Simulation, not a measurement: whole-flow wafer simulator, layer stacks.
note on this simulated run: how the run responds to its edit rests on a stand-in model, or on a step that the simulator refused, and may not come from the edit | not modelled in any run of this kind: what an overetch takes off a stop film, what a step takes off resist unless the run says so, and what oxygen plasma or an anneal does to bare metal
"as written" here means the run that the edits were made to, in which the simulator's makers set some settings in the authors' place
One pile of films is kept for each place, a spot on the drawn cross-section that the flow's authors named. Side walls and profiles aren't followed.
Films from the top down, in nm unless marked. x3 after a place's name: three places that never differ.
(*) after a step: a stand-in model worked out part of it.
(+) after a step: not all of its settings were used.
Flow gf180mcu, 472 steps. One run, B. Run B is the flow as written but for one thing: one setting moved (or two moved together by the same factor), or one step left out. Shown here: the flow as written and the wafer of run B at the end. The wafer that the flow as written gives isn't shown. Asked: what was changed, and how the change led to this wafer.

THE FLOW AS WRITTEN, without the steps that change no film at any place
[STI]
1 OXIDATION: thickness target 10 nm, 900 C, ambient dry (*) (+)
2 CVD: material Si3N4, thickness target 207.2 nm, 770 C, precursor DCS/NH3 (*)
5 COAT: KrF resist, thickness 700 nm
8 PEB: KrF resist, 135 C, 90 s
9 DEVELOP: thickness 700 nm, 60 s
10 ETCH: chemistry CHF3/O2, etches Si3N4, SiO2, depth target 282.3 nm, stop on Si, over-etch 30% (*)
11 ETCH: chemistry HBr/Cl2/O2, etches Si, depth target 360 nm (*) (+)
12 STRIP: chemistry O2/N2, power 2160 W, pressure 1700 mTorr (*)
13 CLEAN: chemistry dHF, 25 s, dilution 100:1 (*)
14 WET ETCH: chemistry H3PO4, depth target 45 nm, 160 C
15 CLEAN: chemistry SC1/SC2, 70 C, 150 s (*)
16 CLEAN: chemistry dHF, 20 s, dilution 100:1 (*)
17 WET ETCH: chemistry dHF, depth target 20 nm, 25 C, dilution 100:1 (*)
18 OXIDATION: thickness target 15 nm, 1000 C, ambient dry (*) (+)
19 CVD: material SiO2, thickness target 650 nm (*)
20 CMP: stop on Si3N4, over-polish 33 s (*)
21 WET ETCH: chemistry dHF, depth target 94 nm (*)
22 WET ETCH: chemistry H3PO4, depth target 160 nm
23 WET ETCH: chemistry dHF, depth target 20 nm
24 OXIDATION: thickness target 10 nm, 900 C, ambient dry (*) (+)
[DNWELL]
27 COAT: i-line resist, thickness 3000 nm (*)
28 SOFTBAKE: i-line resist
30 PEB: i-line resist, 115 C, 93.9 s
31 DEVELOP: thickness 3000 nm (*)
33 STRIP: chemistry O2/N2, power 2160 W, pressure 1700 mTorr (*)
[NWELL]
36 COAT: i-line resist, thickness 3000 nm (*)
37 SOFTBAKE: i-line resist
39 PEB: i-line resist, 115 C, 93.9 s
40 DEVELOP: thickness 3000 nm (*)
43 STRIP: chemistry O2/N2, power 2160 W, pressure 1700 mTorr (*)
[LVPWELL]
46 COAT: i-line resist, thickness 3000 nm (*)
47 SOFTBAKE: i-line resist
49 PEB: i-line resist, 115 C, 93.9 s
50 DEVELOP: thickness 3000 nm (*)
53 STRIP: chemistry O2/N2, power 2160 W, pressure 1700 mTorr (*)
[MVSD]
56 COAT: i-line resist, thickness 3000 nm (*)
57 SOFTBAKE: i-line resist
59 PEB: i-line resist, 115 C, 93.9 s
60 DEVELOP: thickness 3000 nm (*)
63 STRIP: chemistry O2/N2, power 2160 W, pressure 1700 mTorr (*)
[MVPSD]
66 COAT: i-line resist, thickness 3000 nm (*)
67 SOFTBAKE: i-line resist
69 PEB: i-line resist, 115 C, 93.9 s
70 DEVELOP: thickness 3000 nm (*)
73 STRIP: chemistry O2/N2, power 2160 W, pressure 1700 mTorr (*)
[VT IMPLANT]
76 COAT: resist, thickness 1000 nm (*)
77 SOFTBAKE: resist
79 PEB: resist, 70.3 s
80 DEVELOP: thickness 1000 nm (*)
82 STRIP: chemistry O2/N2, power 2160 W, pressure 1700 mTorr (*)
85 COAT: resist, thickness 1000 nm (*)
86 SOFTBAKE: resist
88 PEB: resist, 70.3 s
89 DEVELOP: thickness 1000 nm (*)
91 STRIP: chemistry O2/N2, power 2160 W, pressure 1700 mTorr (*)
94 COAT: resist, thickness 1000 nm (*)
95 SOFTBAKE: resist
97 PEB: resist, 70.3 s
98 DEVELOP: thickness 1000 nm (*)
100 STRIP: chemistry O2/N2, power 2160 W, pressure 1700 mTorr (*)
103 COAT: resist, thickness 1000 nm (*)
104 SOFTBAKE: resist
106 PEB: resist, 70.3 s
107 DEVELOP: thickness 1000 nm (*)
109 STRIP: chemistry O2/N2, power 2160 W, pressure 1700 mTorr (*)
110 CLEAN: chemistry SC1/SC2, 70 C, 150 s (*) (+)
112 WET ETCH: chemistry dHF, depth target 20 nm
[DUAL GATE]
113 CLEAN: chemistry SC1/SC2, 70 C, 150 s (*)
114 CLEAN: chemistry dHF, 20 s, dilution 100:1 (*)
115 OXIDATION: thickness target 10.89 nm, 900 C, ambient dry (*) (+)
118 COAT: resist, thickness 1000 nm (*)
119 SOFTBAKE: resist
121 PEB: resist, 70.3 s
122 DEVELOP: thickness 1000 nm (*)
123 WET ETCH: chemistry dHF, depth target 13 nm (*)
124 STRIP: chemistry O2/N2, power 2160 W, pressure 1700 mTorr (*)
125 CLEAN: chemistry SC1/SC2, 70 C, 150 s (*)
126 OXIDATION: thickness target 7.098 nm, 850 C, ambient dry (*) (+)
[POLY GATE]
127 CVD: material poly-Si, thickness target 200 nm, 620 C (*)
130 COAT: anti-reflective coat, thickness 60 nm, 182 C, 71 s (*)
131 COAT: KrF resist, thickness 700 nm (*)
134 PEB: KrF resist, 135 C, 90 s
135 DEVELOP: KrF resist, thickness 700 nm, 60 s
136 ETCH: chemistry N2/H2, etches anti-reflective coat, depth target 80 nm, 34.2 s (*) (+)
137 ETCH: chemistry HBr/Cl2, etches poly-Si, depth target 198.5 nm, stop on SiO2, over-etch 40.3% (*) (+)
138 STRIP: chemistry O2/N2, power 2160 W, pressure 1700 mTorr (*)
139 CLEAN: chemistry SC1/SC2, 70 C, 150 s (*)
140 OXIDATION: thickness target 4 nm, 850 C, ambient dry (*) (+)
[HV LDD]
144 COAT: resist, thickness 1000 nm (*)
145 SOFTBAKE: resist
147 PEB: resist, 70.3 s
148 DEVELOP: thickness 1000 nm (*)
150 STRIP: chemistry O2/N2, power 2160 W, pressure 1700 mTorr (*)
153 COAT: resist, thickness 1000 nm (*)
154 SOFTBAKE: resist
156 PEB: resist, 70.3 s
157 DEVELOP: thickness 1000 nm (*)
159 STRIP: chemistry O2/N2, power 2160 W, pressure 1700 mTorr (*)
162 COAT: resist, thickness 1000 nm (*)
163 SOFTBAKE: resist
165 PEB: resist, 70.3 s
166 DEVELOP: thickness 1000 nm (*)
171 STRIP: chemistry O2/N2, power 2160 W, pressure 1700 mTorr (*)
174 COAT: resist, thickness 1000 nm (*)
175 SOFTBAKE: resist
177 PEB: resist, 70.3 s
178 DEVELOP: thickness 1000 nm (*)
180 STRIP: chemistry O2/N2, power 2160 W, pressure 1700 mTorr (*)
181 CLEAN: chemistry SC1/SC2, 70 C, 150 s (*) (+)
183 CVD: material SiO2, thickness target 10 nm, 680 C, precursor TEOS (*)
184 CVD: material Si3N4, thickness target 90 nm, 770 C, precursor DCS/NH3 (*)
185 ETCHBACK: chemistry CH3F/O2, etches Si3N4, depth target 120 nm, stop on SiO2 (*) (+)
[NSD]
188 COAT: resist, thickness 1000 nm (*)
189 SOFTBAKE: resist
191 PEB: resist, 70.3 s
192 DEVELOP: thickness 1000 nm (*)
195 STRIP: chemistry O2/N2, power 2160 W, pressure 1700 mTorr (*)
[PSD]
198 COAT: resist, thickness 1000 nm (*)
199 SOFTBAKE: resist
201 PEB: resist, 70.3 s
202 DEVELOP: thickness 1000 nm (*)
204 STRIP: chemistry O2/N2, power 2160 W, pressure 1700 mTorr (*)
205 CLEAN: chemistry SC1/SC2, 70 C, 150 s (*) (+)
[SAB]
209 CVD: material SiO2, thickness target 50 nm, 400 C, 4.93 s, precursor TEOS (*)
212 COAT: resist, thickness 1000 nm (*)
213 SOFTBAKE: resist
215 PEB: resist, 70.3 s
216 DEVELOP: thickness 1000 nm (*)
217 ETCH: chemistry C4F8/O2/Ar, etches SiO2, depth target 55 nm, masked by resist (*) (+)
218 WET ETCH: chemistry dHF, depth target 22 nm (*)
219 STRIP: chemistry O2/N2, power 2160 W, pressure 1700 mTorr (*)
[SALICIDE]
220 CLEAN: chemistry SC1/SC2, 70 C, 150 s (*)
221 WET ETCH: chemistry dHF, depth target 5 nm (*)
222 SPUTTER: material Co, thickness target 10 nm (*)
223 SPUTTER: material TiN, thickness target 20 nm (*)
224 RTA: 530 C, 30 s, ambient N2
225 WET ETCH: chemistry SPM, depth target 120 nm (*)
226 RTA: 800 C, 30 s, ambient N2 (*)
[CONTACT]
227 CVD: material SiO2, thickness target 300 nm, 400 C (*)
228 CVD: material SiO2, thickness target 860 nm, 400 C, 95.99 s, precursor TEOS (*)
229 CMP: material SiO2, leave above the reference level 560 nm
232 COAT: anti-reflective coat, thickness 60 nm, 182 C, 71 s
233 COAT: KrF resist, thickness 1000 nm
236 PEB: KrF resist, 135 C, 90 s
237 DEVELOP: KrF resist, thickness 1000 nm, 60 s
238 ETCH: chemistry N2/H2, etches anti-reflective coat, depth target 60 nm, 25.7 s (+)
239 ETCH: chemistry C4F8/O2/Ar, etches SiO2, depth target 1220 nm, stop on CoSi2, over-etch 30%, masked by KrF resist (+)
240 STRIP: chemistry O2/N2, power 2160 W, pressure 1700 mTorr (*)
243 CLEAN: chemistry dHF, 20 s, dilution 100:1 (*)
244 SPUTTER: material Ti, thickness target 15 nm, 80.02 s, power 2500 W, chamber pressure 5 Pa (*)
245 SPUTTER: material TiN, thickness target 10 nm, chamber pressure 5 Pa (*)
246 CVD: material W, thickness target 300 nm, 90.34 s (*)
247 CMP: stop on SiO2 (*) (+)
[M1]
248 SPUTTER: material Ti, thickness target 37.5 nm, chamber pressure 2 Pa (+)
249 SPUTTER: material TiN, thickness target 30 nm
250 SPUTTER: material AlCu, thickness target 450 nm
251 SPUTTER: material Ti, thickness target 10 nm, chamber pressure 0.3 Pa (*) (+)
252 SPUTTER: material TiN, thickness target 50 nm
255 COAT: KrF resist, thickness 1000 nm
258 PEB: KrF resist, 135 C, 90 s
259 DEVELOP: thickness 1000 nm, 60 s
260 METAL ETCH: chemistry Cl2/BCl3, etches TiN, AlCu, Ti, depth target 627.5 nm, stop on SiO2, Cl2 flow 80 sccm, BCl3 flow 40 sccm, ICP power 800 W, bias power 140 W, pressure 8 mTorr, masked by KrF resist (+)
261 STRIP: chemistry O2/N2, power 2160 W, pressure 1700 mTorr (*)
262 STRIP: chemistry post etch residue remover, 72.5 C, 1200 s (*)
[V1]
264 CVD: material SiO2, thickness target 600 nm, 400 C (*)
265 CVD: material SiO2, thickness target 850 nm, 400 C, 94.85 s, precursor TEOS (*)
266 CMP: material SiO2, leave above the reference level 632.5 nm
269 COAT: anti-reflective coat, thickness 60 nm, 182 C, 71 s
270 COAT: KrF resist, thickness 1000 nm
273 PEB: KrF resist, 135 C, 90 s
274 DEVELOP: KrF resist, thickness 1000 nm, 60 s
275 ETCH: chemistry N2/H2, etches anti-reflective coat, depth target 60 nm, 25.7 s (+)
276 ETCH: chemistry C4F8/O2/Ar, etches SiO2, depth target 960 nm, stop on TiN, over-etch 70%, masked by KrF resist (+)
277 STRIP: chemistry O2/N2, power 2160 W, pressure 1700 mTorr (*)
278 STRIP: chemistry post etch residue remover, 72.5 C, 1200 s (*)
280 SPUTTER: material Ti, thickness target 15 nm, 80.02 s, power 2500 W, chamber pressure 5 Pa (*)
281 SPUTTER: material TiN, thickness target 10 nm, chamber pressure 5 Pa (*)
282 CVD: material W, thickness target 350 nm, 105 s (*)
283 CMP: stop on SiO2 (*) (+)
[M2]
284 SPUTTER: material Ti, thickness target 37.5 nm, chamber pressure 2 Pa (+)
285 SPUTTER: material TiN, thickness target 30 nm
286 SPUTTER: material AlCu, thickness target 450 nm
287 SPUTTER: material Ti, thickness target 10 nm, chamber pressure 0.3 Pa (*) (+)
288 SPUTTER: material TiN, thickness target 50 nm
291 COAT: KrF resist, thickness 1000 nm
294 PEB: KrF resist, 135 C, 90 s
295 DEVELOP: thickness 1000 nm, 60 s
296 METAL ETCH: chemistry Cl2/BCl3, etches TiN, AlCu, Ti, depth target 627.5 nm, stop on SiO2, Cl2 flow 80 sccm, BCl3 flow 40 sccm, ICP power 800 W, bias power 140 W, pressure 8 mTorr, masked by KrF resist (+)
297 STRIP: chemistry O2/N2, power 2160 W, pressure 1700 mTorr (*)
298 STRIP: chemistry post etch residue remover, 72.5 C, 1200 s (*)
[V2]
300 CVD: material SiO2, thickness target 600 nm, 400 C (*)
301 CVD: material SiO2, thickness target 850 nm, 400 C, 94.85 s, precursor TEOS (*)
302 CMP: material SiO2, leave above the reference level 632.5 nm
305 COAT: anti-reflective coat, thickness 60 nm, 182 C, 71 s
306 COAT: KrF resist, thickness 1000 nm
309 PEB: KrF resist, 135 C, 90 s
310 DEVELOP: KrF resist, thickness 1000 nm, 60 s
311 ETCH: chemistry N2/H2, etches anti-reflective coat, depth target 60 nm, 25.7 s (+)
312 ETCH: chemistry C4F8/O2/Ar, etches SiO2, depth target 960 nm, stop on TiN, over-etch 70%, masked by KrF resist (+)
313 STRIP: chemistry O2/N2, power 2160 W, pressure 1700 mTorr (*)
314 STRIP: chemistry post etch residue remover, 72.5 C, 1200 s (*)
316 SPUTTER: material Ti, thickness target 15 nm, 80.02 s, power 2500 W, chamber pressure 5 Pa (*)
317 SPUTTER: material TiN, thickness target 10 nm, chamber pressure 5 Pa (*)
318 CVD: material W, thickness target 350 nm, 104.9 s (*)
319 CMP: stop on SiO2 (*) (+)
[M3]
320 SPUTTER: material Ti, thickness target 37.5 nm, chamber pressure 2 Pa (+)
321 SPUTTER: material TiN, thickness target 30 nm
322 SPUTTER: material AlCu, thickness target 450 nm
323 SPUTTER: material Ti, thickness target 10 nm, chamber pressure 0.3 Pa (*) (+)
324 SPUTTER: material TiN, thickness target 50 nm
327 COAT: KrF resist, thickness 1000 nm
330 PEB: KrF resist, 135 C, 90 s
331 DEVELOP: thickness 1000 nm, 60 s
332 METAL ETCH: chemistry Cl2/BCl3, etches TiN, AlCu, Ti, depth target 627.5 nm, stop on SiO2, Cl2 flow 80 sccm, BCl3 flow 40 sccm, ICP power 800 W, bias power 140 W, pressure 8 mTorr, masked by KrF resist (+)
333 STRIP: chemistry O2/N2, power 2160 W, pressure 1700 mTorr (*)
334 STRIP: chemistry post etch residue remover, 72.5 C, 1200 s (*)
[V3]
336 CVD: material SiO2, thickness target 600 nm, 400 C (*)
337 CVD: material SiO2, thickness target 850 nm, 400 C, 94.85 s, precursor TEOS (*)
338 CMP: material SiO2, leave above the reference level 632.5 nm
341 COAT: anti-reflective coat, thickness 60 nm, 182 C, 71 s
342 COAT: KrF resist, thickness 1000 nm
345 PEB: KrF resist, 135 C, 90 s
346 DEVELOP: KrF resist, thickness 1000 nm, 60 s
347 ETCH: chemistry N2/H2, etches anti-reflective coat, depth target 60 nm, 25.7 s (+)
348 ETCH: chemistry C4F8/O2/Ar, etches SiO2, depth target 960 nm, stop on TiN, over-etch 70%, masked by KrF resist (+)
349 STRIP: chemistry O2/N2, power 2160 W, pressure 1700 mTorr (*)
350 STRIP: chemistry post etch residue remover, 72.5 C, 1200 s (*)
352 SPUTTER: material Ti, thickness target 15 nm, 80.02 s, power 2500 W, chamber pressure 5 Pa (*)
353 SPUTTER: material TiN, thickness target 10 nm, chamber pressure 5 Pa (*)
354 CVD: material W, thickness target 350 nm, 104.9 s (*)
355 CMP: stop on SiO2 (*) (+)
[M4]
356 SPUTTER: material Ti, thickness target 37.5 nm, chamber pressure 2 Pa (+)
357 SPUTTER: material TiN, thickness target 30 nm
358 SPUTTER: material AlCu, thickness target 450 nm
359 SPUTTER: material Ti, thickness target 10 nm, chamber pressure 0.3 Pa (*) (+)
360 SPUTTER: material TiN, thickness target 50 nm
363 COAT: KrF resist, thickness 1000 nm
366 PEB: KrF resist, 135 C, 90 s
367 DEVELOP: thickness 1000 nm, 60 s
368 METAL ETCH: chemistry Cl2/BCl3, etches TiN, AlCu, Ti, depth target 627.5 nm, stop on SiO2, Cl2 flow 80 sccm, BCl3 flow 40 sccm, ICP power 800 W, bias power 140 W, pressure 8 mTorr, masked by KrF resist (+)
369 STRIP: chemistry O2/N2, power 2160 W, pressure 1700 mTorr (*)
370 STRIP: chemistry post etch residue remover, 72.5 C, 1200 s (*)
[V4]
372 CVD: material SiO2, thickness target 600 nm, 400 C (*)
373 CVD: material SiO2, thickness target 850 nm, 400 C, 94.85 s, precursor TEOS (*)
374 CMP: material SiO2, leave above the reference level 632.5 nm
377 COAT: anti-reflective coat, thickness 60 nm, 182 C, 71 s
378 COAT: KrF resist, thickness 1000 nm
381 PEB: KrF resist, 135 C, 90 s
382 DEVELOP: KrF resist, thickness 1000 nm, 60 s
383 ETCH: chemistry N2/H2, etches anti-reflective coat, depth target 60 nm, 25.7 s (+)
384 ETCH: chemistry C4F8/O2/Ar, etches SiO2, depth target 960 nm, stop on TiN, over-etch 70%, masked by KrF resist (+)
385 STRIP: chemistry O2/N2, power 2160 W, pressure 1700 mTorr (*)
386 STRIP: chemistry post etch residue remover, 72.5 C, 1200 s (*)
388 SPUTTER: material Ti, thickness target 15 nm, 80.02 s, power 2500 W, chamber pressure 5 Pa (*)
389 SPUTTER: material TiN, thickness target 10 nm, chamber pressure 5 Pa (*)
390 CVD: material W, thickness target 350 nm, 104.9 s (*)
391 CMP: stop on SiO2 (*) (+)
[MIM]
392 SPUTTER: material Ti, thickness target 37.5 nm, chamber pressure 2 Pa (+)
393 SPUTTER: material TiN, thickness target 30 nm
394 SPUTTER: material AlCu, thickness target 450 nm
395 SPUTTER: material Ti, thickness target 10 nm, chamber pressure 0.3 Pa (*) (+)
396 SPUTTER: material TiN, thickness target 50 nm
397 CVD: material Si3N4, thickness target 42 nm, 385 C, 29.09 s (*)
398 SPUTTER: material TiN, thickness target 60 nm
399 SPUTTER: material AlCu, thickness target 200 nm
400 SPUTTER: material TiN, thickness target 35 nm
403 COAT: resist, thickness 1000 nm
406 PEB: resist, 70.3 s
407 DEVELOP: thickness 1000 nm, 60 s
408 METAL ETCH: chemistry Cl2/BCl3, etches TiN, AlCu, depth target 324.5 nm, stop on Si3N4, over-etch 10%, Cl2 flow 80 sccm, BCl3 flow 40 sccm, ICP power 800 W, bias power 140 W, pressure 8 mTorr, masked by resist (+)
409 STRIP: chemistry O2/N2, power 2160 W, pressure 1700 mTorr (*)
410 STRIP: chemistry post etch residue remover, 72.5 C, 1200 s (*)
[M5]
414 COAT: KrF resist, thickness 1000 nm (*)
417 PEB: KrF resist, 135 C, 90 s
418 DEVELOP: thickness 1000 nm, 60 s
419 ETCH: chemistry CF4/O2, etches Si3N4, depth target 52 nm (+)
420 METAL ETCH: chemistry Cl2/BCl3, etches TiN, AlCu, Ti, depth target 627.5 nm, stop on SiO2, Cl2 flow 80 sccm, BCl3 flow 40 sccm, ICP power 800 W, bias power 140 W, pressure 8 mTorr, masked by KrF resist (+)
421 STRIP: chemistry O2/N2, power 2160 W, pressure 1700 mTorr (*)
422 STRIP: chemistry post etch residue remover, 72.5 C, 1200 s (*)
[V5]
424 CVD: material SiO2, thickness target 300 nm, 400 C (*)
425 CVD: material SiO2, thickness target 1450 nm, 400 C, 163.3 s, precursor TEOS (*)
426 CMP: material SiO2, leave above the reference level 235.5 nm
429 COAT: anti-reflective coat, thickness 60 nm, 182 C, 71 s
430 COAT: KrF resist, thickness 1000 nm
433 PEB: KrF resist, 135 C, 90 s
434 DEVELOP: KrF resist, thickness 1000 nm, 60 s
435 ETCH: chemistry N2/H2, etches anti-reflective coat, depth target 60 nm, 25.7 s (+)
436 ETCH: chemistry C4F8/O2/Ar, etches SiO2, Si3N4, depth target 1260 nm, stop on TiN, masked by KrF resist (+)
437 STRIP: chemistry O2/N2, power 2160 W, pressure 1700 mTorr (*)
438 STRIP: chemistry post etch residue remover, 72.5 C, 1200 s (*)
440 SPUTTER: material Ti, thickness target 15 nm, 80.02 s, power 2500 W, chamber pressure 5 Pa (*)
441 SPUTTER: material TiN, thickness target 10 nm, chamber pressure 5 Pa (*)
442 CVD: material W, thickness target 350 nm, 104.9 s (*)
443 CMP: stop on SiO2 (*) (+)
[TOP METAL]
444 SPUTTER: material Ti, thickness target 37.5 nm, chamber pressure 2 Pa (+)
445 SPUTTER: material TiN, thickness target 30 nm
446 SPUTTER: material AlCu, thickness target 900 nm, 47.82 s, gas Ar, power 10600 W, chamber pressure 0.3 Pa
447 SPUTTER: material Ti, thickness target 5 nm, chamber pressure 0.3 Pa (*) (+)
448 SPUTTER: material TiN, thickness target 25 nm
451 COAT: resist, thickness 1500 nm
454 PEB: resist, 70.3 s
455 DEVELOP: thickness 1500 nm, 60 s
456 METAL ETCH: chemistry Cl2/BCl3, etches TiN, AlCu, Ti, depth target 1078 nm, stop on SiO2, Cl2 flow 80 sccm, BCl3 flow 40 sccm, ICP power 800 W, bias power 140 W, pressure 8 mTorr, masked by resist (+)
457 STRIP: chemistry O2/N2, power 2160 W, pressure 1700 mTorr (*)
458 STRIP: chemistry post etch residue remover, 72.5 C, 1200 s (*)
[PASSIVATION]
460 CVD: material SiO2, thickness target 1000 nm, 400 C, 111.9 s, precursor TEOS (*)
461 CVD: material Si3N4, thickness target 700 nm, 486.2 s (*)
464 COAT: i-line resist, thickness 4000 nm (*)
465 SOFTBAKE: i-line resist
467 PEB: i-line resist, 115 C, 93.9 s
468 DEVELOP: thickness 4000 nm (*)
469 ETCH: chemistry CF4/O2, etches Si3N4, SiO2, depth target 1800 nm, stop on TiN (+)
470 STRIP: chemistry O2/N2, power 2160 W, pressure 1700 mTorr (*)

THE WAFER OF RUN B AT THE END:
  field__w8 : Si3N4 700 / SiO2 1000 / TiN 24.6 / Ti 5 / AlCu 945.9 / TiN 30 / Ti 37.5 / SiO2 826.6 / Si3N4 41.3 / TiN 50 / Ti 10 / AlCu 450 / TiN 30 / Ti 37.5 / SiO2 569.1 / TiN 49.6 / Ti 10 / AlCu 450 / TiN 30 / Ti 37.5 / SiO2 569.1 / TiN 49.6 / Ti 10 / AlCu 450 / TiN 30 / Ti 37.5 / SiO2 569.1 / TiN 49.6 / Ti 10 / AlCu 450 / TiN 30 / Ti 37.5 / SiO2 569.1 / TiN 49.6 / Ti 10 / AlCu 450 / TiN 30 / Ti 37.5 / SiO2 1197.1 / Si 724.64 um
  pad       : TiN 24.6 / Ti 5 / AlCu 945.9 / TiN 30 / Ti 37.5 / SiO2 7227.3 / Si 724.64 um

The cause: step 446, SPUTTER: 50.21 s was run, where the flow has 47.82 s.

How the change led to this, step by step:
  446 SPUTTER: material AlCu, thickness target 900 nm, 47.82 s, gas Ar, power 10600 W, chamber pressure 0.3 Pa
      field, field__w1, field__w2 and 109 more: AlCu +945.9 (new film) (as written it would be: AlCu +900 (new film))
  456 METAL ETCH: chemistry Cl2/BCl3, etches TiN, AlCu, Ti, depth target 1078 nm, stop on SiO2, Cl2 flow 80 sccm, BCl3 flow 40 sccm, ICP power 800 W, bias power 140 W, pressure 8 mTorr, masked by resist (+)
      field, field__w1, field__w2 and 103 more: TiN -25 (all of it), Ti -5 (all of it), AlCu -945.9 (all of it), TiN -30 (all of it), Ti -37.5 (all of it) (as written it would be: TiN -25 (all of it), Ti -5 (all of it), AlCu -900 (all of it), TiN -30 (all of it), Ti -37.5 (all of it))
  464 COAT: i-line resist, thickness 4000 nm (*)
      m1: i-line resist +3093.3 (new film) (as written it would be: i-line resist +3158.3 (new film))
  465 SOFTBAKE: i-line resist
      ld_acc_p, ld_fp_p, ld_drift_p: i-line resist +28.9 (as written it would be: i-line resist +33.8)
      field: i-line resist -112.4 (as written it would be: i-line resist -116.8)
      (and at 63 more places)
  467 PEB: i-line resist, 115 C, 93.9 s
      contact, m1: i-line resist -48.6 (as written it would be: i-line resist -49.6)
      m1_nw: i-line resist -48.8 (as written it would be: i-line resist -49.8)
  470 STRIP: chemistry O2/N2, power 2160 W, pressure 1700 mTorr (*)
      field__w8, m1__w1: i-line resist -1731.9 (all of it) (as written it would be: i-line resist -1775.9 (all of it))
      contact: i-line resist -1746.2 (all of it) (as written it would be: i-line resist -1798.3 (all of it))
      (and at 2 more places)
